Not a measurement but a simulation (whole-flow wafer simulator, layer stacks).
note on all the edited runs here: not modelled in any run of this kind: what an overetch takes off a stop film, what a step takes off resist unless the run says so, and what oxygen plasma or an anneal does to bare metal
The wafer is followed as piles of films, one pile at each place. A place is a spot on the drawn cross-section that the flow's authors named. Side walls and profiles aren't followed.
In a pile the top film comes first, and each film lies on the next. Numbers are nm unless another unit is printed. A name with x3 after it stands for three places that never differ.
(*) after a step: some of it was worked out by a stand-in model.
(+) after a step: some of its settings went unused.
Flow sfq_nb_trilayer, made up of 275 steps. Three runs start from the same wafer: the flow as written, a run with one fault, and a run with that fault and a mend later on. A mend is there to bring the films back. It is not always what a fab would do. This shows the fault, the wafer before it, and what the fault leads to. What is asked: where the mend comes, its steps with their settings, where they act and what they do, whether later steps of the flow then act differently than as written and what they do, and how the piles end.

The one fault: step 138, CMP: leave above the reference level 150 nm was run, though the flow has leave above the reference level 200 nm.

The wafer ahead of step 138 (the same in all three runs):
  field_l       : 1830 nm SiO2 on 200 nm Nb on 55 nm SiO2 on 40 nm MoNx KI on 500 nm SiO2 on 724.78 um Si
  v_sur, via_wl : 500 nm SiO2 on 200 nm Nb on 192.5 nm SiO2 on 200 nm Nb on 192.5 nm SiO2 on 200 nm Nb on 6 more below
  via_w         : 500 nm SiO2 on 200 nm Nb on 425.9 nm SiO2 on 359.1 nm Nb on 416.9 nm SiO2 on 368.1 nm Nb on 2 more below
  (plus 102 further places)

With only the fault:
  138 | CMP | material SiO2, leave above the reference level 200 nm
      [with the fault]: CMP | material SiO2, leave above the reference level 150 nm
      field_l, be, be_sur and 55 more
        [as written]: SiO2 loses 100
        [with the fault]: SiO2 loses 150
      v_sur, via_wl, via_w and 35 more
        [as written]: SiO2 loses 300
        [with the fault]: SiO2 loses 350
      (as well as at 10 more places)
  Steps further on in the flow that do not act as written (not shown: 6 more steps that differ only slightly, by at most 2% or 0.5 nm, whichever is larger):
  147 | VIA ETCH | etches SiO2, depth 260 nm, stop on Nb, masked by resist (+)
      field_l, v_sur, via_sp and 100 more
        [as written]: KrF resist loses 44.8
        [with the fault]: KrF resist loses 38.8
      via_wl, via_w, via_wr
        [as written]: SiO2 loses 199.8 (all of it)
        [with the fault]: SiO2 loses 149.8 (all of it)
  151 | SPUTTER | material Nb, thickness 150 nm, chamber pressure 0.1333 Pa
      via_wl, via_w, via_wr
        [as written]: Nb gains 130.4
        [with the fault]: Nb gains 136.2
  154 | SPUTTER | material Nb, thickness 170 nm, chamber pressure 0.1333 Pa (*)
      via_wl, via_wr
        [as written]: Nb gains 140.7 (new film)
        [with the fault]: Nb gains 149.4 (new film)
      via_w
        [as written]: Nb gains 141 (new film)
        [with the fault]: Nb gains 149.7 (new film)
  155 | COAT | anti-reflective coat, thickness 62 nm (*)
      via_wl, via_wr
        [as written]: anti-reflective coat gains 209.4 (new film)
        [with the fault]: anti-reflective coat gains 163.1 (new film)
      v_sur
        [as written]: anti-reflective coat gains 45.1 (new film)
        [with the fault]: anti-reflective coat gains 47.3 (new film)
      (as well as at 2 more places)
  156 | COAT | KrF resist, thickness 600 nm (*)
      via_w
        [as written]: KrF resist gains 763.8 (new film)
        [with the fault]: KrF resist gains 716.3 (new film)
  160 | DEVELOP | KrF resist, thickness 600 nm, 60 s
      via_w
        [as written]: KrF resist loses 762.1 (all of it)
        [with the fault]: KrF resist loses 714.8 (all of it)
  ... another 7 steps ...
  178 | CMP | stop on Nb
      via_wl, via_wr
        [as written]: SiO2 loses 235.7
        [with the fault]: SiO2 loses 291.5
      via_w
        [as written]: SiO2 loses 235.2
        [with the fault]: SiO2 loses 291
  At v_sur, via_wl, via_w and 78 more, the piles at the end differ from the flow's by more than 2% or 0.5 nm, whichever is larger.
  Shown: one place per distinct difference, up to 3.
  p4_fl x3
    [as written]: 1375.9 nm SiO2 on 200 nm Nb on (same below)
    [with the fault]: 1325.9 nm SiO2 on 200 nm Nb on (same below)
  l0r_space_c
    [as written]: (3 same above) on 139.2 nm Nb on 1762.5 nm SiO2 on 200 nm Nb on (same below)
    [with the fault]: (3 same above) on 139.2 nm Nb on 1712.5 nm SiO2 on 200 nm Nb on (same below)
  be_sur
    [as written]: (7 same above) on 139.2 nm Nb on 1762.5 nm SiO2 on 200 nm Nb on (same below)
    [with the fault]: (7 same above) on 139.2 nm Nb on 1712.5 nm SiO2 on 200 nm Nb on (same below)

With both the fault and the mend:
  The mend follows step 139.
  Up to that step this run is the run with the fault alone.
  139a | PECVD | material SiO2, thickness 50 nm, 150 C, 11.11 s, RF power 183.3 W, pressure 2.4 Torr, precursor SiH4/N2O (a further turn of the flow's step 137, with different settings)
      field_l, v_sur, via_wl and 103 more
        SiO2 gains 50
  Later steps of the flow that are run all act as written at every place that is followed, up to a difference of at most 2% or 0.5 nm, whichever is larger.
  The piles end only slightly different from the flow's at the places that both follow, by no more than 2% or 0.5 nm, whichever is larger.
